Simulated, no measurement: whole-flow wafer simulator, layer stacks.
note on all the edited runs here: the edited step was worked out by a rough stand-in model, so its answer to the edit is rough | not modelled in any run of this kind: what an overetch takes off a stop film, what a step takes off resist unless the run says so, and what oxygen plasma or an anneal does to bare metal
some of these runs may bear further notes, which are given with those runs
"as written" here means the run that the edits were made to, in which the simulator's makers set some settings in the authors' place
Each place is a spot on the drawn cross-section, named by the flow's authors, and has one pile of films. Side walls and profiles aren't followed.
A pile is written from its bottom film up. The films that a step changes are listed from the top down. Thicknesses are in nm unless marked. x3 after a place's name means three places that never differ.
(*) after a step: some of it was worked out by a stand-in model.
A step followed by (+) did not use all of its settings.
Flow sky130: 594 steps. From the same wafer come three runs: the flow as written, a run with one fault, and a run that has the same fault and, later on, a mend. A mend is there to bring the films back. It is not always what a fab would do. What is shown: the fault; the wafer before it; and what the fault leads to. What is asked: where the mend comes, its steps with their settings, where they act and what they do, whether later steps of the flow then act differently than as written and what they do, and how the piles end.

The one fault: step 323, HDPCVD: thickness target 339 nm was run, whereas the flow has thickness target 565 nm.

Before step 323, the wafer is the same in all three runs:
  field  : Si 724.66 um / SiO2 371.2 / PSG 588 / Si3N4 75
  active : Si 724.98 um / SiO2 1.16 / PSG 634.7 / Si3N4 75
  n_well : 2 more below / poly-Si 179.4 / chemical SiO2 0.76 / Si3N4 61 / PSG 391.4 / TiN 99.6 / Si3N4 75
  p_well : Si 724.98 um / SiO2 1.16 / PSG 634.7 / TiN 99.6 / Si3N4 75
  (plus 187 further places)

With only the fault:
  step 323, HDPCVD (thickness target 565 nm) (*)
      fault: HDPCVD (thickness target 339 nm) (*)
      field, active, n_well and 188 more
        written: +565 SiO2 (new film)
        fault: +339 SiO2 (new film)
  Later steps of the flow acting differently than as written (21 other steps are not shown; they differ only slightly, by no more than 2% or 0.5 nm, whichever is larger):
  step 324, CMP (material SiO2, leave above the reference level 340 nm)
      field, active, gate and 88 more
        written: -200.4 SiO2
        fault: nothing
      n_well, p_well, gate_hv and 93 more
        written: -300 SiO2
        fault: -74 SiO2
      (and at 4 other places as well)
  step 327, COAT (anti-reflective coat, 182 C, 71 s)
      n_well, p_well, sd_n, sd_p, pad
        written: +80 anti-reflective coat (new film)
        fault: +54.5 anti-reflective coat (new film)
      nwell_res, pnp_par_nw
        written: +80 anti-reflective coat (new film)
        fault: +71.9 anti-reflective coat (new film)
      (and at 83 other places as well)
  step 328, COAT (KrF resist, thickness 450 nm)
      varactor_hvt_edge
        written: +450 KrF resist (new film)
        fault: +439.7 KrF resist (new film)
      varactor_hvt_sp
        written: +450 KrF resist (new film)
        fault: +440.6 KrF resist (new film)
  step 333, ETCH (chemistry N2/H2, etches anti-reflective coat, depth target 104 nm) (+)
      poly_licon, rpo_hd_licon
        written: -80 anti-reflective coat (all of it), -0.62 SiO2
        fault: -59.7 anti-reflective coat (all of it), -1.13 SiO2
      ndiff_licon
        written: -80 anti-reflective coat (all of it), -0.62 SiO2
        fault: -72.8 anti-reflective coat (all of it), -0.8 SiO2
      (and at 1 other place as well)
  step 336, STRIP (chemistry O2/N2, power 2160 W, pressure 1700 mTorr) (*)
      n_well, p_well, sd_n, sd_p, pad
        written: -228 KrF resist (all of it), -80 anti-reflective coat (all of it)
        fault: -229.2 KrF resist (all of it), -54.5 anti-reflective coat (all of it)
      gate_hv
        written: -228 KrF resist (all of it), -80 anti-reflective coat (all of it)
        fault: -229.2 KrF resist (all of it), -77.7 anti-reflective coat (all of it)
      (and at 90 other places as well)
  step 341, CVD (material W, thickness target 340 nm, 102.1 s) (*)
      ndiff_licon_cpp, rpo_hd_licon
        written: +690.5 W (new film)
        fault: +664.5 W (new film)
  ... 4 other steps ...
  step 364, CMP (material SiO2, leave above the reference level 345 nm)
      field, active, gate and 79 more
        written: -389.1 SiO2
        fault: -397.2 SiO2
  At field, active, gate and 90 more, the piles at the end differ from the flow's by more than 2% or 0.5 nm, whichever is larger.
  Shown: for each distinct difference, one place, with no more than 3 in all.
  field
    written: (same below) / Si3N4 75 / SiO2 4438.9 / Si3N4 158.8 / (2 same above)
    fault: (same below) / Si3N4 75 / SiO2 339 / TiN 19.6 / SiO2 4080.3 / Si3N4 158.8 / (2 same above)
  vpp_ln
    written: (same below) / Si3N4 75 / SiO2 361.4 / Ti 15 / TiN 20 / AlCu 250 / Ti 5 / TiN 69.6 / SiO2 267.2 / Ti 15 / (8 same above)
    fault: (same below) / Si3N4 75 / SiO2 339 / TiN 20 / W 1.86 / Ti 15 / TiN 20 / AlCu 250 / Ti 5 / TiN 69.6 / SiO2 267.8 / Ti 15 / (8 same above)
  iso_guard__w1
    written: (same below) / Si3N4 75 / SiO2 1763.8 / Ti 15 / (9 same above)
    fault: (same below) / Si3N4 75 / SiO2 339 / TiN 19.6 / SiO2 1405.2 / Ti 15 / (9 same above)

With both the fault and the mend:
  The mend stands after step 323.
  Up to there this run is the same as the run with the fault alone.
  step 323a, HDPCVD (thickness target 226 nm) (*) (a further turn of the flow's step 323, with different settings)
      field, active, n_well and 188 more
        +226 SiO2
  Later steps of the flow that are run all act as written at every place that is followed.
  By the end, the piles equal the flow's at every place that both follow.
